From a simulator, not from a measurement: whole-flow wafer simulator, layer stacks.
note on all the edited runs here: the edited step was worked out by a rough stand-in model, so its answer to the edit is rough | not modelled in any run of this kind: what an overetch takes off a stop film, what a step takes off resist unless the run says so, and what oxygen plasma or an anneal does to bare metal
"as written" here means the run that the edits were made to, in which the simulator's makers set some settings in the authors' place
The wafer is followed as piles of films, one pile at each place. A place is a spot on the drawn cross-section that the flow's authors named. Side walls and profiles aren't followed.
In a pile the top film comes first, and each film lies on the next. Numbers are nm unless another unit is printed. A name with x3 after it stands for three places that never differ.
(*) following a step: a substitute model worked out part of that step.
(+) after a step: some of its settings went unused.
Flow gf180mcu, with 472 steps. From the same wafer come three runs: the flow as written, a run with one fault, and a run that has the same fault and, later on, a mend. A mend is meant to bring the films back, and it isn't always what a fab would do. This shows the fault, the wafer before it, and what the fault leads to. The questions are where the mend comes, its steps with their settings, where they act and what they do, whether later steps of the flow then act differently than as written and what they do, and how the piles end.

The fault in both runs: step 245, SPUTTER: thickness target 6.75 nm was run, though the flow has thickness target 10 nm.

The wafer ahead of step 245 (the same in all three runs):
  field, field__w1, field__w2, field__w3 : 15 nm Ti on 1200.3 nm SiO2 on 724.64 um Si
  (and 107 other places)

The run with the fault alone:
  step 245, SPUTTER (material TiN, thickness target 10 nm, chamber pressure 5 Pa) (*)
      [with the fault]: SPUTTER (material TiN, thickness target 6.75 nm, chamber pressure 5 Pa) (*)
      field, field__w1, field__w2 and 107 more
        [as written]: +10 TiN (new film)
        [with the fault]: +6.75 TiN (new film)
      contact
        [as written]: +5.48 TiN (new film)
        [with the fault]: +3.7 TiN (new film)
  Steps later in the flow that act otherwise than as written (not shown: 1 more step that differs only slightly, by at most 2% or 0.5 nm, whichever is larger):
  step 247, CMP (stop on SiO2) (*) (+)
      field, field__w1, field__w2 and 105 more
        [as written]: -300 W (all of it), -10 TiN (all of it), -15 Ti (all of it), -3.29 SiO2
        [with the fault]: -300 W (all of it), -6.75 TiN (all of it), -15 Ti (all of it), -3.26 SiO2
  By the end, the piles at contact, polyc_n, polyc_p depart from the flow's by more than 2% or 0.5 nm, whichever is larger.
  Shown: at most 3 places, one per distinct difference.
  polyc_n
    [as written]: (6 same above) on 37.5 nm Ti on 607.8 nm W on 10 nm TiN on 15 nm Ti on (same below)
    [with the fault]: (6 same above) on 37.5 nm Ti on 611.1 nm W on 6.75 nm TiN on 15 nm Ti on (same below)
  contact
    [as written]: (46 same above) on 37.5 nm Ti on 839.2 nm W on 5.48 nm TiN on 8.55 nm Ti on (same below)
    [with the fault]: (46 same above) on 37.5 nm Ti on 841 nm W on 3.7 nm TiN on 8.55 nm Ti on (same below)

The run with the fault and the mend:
  The mend stands after step 245.
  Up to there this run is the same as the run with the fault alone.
  step 245a, SPUTTER (material TiN, thickness target 3.25 nm, chamber pressure 5 Pa) (*) (the flow's step 245 again, with other settings)
      field, field__w1, field__w2 and 107 more
        +3.25 TiN
      contact
        +1.78 TiN
  None of the later steps of the flow acts differently than as written at any place that is followed.
  The piles end the same as the flow's at every place that both follow.
